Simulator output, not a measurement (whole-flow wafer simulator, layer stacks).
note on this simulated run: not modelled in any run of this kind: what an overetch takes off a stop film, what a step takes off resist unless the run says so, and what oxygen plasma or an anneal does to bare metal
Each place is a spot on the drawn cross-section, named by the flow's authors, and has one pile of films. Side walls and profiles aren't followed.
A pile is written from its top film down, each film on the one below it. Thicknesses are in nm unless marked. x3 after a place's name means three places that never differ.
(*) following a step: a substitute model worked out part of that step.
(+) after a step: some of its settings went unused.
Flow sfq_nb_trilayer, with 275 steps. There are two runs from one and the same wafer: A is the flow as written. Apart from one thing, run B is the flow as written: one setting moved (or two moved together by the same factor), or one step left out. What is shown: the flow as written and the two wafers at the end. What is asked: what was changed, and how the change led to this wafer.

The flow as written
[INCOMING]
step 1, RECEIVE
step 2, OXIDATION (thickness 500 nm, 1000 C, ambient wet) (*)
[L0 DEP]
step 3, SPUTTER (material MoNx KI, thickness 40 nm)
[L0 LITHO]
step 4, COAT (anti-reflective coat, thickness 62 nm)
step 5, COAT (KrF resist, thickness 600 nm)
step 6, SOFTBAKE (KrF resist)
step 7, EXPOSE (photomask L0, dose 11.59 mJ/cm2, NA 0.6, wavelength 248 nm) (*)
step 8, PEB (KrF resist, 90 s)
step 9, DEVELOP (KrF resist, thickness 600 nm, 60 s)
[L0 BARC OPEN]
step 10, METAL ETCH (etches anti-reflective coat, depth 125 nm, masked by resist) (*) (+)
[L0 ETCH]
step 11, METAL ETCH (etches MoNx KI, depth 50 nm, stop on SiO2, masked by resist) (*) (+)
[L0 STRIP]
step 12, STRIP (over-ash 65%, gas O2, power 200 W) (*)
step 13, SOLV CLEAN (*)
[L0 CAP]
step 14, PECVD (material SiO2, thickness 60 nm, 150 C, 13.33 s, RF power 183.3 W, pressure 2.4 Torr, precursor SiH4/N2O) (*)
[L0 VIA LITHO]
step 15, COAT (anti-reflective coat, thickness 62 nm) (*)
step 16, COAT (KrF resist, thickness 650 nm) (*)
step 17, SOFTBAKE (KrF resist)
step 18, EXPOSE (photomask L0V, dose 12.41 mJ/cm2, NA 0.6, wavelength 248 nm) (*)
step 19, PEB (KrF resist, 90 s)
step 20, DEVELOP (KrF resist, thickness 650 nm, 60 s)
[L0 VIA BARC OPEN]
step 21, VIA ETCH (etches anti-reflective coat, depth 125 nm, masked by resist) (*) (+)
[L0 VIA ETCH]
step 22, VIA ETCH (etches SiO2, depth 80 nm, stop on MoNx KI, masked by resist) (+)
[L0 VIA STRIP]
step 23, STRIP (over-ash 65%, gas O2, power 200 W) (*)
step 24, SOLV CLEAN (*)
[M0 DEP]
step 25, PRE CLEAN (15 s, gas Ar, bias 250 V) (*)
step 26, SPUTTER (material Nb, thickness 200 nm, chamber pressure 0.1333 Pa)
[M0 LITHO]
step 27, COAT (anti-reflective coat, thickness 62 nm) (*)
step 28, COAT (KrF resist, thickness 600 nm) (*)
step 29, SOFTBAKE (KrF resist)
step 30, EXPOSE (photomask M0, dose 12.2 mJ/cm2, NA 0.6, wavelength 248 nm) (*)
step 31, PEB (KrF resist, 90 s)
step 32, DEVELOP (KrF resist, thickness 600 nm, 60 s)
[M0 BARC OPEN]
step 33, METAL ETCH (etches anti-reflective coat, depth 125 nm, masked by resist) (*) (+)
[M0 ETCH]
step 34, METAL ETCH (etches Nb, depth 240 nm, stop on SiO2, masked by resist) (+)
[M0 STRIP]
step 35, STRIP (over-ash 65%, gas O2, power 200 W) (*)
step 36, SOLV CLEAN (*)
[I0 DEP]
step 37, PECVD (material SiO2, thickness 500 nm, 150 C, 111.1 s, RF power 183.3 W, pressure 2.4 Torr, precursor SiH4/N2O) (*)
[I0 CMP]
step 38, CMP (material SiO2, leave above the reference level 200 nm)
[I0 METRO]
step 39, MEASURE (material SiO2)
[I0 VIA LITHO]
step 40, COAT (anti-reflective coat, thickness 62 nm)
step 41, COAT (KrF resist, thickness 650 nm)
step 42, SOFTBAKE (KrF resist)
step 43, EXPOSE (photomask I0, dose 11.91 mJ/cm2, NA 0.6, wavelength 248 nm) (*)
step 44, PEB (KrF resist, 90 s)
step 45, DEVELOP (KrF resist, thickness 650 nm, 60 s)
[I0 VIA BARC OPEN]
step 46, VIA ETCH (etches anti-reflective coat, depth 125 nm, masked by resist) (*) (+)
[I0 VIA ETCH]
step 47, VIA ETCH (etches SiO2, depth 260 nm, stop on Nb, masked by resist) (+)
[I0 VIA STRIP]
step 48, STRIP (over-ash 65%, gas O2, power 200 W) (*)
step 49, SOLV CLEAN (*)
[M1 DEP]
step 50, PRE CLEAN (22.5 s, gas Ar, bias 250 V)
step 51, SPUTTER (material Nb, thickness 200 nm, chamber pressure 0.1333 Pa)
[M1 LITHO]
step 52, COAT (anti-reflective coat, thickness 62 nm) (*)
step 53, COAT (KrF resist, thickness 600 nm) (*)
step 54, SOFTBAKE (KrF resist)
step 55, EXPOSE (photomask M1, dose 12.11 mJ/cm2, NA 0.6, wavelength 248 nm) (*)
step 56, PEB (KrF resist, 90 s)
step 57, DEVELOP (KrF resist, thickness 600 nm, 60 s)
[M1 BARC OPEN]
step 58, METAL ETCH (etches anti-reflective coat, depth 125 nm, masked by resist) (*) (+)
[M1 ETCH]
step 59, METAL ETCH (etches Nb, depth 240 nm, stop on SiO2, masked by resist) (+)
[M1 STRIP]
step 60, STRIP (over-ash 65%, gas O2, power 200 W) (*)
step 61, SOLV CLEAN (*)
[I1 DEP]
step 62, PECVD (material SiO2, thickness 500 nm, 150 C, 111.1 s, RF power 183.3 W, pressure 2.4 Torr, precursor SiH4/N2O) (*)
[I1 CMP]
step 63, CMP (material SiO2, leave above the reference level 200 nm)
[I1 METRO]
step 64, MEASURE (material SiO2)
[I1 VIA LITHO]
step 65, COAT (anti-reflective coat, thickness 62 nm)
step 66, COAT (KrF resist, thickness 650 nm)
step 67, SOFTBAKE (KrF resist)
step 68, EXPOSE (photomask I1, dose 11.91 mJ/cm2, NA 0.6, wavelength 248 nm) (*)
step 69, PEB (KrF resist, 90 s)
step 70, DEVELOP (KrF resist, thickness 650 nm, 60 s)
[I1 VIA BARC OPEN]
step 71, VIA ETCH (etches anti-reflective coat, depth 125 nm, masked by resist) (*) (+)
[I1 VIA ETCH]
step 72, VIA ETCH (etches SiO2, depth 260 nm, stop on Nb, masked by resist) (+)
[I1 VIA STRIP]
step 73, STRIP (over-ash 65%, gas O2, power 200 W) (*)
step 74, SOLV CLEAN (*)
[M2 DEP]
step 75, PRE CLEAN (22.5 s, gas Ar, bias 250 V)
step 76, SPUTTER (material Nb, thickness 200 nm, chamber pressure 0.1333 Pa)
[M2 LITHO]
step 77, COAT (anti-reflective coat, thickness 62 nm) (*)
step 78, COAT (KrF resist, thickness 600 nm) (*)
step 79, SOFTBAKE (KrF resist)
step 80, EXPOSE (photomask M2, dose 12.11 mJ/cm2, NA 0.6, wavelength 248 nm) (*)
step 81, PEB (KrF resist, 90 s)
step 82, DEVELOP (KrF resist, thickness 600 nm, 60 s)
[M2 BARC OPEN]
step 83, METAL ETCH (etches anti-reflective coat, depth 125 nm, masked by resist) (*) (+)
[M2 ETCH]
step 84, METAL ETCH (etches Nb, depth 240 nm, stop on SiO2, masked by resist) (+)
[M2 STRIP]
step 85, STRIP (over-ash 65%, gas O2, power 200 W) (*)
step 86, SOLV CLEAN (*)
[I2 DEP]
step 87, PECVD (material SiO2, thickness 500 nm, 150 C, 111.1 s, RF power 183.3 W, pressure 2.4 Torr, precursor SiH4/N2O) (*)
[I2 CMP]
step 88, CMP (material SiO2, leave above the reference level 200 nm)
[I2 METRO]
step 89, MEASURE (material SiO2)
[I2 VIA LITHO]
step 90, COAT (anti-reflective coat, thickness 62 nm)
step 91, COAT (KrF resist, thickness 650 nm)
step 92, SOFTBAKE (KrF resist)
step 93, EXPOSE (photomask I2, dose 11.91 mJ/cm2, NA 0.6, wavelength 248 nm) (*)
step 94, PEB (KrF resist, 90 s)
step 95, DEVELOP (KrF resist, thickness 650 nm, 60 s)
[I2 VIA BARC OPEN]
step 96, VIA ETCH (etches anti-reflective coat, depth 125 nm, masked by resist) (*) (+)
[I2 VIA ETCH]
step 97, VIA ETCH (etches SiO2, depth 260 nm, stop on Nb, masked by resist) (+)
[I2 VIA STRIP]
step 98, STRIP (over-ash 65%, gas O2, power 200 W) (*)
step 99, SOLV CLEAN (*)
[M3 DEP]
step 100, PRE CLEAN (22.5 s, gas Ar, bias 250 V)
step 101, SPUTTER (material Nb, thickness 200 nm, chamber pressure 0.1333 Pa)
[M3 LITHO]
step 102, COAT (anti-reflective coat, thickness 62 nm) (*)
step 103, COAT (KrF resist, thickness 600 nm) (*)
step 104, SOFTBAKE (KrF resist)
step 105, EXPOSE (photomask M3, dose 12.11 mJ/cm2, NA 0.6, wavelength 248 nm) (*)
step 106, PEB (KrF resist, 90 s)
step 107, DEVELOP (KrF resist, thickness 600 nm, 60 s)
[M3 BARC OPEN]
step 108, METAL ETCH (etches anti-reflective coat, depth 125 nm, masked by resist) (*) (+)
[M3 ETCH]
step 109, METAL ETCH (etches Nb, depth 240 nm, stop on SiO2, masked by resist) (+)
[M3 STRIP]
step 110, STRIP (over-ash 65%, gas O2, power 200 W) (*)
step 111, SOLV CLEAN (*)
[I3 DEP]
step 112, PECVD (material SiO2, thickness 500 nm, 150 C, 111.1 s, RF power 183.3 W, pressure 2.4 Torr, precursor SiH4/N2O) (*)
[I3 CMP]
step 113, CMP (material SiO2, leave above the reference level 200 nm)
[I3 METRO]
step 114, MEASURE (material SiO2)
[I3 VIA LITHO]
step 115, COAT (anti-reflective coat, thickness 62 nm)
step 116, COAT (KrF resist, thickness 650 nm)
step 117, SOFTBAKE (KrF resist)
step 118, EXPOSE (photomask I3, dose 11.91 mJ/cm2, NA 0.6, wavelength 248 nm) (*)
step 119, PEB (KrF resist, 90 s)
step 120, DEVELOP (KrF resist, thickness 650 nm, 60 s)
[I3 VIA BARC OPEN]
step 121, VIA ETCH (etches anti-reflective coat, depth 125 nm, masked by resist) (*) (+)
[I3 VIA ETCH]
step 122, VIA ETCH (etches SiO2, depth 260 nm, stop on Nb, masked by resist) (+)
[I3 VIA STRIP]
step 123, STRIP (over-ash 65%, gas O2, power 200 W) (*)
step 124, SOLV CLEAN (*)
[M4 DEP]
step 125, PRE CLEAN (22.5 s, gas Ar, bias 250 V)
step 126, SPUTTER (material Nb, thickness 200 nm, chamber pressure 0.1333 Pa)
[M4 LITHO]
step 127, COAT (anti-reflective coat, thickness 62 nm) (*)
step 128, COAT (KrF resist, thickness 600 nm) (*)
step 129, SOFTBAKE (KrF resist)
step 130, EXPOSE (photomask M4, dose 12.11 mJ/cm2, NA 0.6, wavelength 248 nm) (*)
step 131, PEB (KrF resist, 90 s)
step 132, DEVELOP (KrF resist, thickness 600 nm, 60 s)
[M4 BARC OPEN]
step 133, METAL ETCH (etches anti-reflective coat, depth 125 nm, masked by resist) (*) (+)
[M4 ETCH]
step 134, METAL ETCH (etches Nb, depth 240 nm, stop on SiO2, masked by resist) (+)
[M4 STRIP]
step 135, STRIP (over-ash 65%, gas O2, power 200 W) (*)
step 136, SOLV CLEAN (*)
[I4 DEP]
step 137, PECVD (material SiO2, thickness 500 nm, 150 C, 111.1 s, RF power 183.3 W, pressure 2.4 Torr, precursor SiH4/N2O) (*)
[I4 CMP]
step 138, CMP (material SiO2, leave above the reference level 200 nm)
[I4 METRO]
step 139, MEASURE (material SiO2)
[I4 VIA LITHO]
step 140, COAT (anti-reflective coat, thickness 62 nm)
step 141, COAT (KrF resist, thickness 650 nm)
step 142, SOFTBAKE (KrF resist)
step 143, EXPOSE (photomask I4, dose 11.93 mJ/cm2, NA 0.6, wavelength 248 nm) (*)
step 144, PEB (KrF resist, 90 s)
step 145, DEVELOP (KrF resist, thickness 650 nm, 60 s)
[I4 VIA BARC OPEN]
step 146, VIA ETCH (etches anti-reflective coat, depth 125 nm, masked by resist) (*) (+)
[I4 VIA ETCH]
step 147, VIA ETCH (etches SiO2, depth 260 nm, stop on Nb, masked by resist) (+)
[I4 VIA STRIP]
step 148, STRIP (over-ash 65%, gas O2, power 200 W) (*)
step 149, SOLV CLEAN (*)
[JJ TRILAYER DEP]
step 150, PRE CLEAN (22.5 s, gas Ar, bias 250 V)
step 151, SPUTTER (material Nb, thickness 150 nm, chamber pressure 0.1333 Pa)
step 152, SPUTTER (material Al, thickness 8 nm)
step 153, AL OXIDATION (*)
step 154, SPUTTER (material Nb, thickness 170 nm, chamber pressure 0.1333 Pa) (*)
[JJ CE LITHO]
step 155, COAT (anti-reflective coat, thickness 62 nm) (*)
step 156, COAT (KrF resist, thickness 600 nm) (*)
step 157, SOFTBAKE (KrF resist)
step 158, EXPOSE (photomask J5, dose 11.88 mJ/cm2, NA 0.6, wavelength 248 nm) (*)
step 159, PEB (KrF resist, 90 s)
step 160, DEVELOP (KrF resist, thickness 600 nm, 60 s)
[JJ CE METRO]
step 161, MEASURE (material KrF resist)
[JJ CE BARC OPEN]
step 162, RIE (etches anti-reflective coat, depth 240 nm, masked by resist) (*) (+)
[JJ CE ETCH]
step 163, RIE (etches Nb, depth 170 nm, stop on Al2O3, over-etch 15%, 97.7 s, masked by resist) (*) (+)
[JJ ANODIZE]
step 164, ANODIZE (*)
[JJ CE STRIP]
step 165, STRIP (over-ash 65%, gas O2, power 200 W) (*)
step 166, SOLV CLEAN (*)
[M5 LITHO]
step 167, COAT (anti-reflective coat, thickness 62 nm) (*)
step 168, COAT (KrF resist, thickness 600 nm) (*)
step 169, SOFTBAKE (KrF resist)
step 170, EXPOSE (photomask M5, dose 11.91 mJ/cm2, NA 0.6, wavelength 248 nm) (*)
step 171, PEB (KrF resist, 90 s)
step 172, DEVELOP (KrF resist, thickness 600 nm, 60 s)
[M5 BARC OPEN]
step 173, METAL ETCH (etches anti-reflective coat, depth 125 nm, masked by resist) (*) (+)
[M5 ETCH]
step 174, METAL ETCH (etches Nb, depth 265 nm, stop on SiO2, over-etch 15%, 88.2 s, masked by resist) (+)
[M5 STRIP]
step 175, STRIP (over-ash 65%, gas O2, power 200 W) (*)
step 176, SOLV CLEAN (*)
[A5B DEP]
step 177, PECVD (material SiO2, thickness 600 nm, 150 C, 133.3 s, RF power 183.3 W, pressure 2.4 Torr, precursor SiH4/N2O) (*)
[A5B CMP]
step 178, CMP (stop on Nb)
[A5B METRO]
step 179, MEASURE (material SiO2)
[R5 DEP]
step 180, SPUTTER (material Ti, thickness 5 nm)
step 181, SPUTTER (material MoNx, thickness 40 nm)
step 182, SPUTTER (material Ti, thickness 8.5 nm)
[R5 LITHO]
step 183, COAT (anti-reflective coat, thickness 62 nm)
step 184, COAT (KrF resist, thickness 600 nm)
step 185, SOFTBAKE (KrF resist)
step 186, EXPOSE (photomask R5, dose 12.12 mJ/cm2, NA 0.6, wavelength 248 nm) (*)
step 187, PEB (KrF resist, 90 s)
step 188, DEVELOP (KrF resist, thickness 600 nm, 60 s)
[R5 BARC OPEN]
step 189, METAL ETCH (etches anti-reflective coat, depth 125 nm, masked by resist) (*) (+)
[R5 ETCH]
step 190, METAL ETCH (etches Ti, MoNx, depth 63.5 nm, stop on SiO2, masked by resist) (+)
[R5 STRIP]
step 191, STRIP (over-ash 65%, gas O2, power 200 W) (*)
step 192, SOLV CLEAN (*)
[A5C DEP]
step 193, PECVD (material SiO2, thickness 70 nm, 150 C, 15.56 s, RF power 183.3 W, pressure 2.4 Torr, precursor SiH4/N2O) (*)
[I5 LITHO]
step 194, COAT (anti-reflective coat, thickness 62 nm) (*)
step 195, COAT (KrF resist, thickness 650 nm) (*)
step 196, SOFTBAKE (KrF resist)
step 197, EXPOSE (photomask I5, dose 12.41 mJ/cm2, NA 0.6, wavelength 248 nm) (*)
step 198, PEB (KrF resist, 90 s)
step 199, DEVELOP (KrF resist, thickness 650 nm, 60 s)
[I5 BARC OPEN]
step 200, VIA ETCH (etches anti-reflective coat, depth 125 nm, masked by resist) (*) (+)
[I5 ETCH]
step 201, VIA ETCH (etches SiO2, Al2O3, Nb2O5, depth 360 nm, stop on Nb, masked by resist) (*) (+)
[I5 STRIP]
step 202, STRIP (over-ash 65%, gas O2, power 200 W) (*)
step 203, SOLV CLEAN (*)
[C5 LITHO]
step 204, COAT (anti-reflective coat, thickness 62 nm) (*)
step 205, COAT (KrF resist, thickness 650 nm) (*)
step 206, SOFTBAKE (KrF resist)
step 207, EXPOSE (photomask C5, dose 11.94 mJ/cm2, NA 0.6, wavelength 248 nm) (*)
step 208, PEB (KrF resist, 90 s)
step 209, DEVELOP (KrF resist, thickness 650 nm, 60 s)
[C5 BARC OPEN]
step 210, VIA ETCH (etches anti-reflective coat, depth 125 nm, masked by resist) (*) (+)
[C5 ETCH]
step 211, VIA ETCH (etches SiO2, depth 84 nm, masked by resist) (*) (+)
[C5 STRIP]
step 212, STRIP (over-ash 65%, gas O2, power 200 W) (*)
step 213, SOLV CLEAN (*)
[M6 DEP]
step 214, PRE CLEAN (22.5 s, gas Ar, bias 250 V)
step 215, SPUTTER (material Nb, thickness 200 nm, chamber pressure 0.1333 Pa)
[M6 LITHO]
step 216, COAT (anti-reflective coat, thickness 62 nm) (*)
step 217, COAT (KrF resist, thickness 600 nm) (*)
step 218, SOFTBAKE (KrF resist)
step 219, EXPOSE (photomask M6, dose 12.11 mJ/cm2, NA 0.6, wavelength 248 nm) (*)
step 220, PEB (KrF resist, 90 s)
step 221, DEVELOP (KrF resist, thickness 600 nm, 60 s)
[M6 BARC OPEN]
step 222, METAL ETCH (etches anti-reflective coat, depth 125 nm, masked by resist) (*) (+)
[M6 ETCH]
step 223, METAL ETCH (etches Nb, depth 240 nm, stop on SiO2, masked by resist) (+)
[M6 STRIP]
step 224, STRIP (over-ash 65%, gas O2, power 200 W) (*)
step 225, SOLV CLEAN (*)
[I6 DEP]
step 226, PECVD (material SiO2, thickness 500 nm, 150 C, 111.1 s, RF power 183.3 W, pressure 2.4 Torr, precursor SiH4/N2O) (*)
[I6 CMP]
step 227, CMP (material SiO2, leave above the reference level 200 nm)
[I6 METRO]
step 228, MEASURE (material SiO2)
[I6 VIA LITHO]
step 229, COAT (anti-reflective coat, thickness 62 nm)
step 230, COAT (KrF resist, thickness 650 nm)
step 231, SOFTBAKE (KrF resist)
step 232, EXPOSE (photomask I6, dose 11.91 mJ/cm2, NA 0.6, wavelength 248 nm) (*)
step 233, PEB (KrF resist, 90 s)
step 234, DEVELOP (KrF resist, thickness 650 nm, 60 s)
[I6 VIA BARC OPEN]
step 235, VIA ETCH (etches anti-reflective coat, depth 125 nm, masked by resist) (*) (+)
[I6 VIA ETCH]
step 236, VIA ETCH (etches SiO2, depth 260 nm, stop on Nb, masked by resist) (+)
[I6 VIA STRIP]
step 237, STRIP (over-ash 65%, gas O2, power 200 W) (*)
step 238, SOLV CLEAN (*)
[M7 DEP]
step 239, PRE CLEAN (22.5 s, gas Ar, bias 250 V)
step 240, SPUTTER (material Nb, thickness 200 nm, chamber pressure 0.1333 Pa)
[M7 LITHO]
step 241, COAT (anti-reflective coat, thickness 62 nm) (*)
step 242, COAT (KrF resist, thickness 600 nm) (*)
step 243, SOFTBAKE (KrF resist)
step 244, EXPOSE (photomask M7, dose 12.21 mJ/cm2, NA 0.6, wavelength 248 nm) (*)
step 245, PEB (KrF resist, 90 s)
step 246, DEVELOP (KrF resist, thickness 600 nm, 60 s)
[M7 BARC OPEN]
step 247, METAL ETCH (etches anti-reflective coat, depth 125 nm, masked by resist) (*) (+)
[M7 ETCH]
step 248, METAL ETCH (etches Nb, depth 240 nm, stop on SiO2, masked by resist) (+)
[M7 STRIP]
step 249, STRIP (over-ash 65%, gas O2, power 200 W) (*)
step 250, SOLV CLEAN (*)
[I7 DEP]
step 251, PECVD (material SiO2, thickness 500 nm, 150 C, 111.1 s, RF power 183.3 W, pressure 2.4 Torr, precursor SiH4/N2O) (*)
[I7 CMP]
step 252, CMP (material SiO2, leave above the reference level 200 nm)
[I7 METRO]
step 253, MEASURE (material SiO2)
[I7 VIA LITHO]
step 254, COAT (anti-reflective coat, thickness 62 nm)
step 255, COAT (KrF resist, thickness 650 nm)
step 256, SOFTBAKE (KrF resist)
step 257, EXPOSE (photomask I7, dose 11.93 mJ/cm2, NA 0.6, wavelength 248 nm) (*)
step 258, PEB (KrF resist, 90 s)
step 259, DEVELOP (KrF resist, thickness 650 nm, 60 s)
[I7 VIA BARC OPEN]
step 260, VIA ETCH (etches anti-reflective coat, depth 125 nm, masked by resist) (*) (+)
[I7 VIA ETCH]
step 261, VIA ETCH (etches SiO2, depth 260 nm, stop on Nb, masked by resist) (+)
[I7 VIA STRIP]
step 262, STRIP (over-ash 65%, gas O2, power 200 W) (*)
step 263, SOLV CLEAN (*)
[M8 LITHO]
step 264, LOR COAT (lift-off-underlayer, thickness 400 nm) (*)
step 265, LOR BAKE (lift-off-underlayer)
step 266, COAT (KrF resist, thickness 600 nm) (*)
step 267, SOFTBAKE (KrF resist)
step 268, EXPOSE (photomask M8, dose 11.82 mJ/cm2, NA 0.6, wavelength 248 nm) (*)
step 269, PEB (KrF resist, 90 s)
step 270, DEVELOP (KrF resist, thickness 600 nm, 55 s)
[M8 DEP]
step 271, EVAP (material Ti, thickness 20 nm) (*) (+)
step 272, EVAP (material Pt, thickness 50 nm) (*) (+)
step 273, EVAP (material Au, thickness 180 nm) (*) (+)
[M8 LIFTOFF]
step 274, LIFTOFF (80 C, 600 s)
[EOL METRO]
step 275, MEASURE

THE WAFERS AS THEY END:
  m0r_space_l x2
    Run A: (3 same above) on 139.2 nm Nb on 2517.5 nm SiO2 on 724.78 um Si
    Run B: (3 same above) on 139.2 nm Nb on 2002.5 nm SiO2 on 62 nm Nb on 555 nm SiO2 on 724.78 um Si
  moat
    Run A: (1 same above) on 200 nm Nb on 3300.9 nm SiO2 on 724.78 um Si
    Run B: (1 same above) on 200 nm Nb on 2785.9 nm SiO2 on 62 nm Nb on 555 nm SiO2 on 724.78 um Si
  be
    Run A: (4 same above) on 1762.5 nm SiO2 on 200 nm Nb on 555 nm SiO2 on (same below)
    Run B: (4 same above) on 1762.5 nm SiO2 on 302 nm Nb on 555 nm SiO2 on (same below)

Cause: step 26, SPUTTER: thickness 302 nm was run, though the flow has thickness 200 nm.
The wafer lets one read it off: be has Nb 302, and step 26 as written asks for 200 nm.

How this came from the change, step by step:
  step 26, SPUTTER (material Nb, thickness 200 nm, chamber pressure 0.1333 Pa)
      field_l, v_sur, via_wl and 102 more: A Nb gains 200 (new film) | B Nb gains 302 (new film)
      l0v: A Nb gains 195.7 (new film) | B Nb gains 298 (new film)
  step 34, METAL ETCH (etches Nb, depth 240 nm, stop on SiO2, masked by resist) (+)
      moat, m0r_space_l x2: A Nb loses 200 (all of it) | B Nb loses 240
  step 37, PECVD (material SiO2, thickness 500 nm, 150 C, 111.1 s, RF power 183.3 W, pressure 2.4 Torr, precursor SiH4/N2O) (*)
      moat, m0r_space_l x2: A SiO2 gains 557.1 | B SiO2 gains 597.1 (new film)
With metal films that touch counted as one body, m0r_space_l x2 has 2 bodies (between them, from the top down: SiO2 2002.5); the flow as written gives 1 body.
With metal films that touch counted as one body, moat has 2 bodies (between them, from the top down: SiO2 2785.9); the flow as written gives 1 body.
